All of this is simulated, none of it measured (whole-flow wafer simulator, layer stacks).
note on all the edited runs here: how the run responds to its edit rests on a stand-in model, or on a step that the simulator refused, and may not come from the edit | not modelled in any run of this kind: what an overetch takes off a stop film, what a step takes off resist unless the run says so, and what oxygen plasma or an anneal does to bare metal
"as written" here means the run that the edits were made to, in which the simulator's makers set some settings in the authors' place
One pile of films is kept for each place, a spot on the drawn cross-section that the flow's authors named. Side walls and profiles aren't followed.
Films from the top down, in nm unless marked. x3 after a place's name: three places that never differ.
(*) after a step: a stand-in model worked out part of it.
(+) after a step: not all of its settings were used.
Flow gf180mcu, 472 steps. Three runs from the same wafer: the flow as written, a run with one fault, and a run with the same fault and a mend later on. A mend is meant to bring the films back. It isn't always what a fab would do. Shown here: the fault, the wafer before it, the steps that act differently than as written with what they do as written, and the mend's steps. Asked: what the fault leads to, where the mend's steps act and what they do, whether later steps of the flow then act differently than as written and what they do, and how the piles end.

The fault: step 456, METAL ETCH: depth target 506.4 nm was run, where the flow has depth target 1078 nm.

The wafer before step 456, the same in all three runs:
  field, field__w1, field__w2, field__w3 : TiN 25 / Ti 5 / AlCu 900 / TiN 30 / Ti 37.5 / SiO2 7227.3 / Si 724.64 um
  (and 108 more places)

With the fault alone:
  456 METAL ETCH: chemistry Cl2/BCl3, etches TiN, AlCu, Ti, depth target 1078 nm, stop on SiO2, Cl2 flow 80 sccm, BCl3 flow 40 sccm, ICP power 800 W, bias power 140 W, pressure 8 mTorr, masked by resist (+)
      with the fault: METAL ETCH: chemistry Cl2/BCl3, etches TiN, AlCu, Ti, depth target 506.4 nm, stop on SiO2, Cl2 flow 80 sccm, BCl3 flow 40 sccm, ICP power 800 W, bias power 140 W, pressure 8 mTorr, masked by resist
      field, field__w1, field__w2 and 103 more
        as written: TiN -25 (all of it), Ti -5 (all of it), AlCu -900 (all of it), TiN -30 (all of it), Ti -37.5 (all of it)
        with the fault: TiN -25 (all of it), Ti -5 (all of it), AlCu -476.4
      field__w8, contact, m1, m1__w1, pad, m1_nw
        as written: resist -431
        with the fault: resist -202.6
  Later steps of the flow that act differently than as written:
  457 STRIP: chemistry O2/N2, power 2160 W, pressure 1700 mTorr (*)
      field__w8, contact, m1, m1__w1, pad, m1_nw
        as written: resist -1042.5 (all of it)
        with the fault: resist -1270.9 (all of it)
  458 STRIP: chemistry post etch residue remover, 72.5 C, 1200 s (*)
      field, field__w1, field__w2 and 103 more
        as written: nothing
        with the fault: AlCu -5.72
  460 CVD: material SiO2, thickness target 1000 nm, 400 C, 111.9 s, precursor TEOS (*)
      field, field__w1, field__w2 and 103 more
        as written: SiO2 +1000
        with the fault: SiO2 +1000 (new film)
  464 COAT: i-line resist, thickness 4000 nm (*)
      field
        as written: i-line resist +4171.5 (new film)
        with the fault: i-line resist +4073.8 (new film)
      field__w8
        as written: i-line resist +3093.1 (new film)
        with the fault: i-line resist +3527.9 (new film)
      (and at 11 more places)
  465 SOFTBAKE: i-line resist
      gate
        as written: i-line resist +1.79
        with the fault: i-line resist -1.15
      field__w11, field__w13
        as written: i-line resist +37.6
        with the fault: i-line resist +15.3
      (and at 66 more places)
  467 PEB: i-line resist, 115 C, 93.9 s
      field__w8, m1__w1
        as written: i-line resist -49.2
        with the fault: i-line resist -58.1
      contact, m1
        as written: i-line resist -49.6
        with the fault: i-line resist -58.3
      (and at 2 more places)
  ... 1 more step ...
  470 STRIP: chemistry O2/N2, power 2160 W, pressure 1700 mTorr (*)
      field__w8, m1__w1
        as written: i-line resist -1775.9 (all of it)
        with the fault: i-line resist -2241.3 (all of it)
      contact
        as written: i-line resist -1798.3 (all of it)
        with the fault: i-line resist -2249.7 (all of it)
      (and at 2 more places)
  At the end the piles differ from the flow's by more than 2% or 0.5 nm, whichever is larger, at field, field__w1, field__w2 and 103 more.
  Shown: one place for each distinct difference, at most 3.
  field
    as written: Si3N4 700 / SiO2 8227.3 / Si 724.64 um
    with the fault: Si3N4 700 / SiO2 1000 / AlCu 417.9 / TiN 30 / Ti 37.5 / SiO2 7227.3 / Si 724.64 um
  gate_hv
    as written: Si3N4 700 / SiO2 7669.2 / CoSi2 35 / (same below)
    with the fault: Si3N4 700 / SiO2 1000 / AlCu 417.9 / TiN 30 / Ti 37.5 / SiO2 6669.2 / CoSi2 35 / (same below)
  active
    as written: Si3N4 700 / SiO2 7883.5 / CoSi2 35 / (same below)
    with the fault: Si3N4 700 / SiO2 1000 / AlCu 417.9 / TiN 30 / Ti 37.5 / SiO2 6883.5 / CoSi2 35 / (same below)

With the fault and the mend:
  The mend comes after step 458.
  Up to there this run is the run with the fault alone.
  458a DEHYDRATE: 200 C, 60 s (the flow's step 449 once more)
      changes no film at any place that is followed
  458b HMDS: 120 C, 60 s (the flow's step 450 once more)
      changes no film at any place that is followed
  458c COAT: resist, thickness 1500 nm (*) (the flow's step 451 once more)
      iso_ptap_pw, iso_ntap_nw, iso_nw_fld and 33 more
        resist +1500 (new film)
      field_sub, field_sub__w1, field_sub__w2 and 9 more
        resist +1506.8 (new film)
      p_well, sti, spacer, sd_n, mim_1p0, dice_street
        resist +1502.5 (new film)
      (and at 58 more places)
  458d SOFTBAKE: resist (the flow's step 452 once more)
      field__w9, ld_body_p_dnw
        resist -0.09
      field__w11, field_sub__w5
        resist -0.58
      gate_hv, polyc_n_rim
        resist +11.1
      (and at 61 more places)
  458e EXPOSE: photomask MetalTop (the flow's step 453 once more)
      changes no film at any place that is followed
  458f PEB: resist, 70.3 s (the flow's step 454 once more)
      iso_ptap_pw, iso_ntap_nw, iso_nw_fld and 33 more
        resist -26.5
      field__w5, field__w6, field__w9 and 30 more
        resist -26.6
      field__w2, field__w3, field__w7 and 18 more
        resist -26.7
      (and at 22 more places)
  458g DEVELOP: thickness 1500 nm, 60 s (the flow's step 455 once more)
      iso_ptap_pw, iso_ntap_nw, iso_nw_fld and 33 more
        resist -1473.5 (all of it)
      field__w11, field__w12, field__w13 and 6 more
        resist -1480.5 (all of it)
      p_well, sti, spacer, sd_n, mim_1p0, dice_street
        resist -1475.9 (all of it)
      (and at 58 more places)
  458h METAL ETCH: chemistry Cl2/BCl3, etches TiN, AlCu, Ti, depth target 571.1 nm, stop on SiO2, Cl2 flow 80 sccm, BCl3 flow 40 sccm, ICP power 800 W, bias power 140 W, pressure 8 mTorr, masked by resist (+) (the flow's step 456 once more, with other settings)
      field, field__w1, field__w2 and 103 more
        AlCu -417.9 (all of it), TiN -30 (all of it), Ti -37.5 (all of it)
      field__w8, contact, m1, m1__w1, pad, m1_nw
        resist -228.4
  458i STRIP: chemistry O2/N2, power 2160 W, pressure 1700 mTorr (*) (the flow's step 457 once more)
      field__w8
        resist -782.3 (all of it)
      contact
        resist -781.1 (all of it)
      m1
        resist -781.2 (all of it)
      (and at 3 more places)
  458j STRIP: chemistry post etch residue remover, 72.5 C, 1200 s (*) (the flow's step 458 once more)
      field__w8, contact, m1, m1__w1, pad, m1_nw
        TiN -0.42
  No later step of the flow acts differently than as written, at any place that is followed, by more than 2% or 0.5 nm, whichever is larger.
  At the end the piles differ from the flow's only slightly at the places that both follow, by at most 2% or 0.5 nm, whichever is larger.
